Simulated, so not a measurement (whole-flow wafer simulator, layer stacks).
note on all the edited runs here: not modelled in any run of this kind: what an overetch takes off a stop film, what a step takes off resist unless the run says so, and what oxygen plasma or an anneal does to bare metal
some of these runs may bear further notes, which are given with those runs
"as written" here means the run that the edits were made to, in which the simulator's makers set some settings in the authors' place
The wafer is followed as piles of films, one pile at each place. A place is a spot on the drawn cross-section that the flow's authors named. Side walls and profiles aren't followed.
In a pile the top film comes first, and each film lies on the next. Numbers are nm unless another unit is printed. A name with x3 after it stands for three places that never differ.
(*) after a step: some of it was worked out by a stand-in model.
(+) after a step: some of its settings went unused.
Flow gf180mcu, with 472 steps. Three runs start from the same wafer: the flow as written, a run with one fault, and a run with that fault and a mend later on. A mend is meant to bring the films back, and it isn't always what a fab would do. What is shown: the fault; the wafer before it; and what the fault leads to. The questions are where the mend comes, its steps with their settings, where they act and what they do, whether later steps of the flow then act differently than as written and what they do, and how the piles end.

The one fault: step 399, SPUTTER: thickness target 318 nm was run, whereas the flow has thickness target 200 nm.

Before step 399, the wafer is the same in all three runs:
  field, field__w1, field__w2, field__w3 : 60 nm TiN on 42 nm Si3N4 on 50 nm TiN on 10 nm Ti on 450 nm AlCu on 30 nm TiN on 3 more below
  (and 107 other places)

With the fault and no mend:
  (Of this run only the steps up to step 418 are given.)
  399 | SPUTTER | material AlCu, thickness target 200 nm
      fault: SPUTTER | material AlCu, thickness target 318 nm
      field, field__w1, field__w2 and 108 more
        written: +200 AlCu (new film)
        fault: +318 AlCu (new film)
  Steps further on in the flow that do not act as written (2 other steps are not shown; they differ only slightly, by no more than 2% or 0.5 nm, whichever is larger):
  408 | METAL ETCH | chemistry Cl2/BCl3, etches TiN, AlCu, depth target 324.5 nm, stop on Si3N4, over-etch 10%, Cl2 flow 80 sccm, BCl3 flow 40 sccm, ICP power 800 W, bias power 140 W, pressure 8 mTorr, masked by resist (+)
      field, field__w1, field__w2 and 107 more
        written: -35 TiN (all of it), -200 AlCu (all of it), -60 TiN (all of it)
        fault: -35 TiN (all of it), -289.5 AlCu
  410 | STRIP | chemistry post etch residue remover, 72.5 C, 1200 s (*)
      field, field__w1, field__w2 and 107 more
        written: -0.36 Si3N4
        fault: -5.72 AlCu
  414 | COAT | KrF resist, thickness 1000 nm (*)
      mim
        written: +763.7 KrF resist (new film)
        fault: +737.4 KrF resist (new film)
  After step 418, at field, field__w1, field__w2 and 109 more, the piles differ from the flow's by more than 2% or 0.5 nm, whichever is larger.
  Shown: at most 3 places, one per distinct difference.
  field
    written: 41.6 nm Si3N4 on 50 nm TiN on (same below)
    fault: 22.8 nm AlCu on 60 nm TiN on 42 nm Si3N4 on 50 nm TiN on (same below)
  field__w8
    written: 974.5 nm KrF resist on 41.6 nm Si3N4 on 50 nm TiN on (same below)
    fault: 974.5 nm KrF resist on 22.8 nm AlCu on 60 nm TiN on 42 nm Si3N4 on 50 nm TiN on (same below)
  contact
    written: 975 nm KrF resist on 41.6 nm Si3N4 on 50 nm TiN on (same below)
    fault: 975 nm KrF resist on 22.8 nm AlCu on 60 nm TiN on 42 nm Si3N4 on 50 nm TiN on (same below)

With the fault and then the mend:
  After step 399 comes the mend.
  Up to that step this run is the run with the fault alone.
  399a | METAL ETCH | chemistry Cl2/BCl3, etches TiN, AlCu, Ti, depth target 118 nm, Cl2 flow 80 sccm, BCl3 flow 40 sccm, ICP power 800 W, bias power 140 W, pressure 8 mTorr (a further turn of the flow's step 260, with different settings)
      field, field__w1, field__w2 and 108 more
        -118 AlCu
  None of the later steps of the flow acts differently than as written at any place that is followed.
  The piles end the same as the flow's at every place that both follow.
